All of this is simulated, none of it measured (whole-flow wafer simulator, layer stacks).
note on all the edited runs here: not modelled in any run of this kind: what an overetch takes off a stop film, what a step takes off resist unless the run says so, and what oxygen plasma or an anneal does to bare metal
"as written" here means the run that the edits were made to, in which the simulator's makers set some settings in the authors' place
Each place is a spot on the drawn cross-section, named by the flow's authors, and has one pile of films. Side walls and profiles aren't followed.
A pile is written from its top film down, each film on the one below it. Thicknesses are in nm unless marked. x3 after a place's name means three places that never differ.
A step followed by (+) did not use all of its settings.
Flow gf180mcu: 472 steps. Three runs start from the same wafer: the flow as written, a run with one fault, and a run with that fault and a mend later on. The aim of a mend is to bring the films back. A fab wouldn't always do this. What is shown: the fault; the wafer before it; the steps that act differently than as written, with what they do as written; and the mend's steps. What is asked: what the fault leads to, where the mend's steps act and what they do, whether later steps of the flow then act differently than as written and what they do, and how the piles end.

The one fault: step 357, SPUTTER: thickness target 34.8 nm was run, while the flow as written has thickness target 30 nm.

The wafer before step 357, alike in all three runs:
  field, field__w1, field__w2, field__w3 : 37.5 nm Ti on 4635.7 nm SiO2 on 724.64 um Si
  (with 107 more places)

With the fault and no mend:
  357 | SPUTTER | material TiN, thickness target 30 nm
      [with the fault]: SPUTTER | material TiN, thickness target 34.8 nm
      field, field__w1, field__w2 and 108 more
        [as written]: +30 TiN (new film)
        [with the fault]: +34.8 TiN (new film)
  Later steps of the flow acting differently than as written (1 other step is not shown; it differs only slightly, by no more than 2% or 0.5 nm, whichever is larger):
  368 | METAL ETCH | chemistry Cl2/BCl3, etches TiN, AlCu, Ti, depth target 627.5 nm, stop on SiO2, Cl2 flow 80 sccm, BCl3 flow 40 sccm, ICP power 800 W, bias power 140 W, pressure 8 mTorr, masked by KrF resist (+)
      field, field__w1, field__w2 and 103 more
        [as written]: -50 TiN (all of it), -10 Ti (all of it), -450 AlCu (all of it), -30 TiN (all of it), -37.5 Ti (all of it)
        [with the fault]: -50 TiN (all of it), -10 Ti (all of it), -450 AlCu (all of it), -34.8 TiN (all of it), -37.5 Ti (all of it)
  By the end, the piles at field__w8, contact, m1, m1__w1, m1_nw depart from the flow's by more than 2% or 0.5 nm, whichever is larger.
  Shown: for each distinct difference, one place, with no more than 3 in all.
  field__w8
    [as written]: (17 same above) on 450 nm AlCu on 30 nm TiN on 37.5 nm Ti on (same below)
    [with the fault]: (17 same above) on 450 nm AlCu on 34.8 nm TiN on 37.5 nm Ti on (same below)
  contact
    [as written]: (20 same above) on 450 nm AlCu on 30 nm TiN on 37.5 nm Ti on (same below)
    [with the fault]: (20 same above) on 450 nm AlCu on 34.8 nm TiN on 37.5 nm Ti on (same below)

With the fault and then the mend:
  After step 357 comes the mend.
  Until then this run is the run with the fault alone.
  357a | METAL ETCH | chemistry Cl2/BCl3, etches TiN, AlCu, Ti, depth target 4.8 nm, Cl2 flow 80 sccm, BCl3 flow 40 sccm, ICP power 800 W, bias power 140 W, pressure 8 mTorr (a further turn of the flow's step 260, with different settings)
      field, field__w1, field__w2 and 108 more
        -4.8 TiN
  Every later step of the flow that is run acts as written at every place that is followed.
  The piles end the same as the flow's at every place that both follow.
